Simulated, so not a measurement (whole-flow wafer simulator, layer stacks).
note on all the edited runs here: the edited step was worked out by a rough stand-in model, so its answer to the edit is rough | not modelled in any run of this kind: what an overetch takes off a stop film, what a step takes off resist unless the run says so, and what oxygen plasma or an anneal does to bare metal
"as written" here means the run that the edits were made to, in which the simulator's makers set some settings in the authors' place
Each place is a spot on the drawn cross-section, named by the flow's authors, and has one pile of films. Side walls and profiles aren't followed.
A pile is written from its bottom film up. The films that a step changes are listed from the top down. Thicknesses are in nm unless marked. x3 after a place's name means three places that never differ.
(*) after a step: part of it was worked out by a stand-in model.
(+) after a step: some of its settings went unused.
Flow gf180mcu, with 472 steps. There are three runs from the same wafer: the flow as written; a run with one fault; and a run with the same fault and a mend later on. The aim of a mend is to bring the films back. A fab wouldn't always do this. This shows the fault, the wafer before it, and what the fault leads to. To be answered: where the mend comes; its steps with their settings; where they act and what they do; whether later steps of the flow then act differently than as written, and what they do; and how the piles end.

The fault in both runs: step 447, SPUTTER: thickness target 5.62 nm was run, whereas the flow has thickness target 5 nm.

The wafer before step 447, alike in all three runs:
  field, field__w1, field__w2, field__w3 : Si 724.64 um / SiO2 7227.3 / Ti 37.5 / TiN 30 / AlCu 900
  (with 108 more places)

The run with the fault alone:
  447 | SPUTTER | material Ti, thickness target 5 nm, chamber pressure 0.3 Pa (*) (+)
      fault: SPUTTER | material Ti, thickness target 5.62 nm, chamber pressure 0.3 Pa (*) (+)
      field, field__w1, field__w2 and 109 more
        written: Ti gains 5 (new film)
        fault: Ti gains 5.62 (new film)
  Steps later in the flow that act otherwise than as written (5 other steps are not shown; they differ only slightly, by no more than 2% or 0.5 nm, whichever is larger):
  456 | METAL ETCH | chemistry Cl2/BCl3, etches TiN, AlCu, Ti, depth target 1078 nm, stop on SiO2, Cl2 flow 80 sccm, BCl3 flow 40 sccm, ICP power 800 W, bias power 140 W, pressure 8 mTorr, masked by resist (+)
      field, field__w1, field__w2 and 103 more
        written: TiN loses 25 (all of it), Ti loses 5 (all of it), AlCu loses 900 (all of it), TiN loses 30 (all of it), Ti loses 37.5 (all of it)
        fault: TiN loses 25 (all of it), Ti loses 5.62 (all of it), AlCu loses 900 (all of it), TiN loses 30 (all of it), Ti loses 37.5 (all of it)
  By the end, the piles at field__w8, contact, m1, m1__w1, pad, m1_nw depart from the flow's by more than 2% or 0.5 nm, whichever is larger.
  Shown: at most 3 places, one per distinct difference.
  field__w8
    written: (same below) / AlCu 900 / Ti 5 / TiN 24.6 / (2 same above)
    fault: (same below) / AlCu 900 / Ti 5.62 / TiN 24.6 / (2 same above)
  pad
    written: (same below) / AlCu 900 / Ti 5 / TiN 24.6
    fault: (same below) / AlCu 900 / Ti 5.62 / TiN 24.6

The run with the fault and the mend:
  The mend stands after step 447.
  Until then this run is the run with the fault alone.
  447a | METAL ETCH | chemistry Cl2/BCl3, etches TiN, AlCu, Ti, depth target 0.62 nm, Cl2 flow 80 sccm, BCl3 flow 40 sccm, ICP power 800 W, bias power 140 W, pressure 8 mTorr (a further turn of the flow's step 260, with different settings)
      field, field__w1, field__w2 and 109 more
        Ti loses 0.62
  None of the later steps of the flow acts differently than as written at any place that is followed.
  The piles end the same as the flow's at every place that both follow.
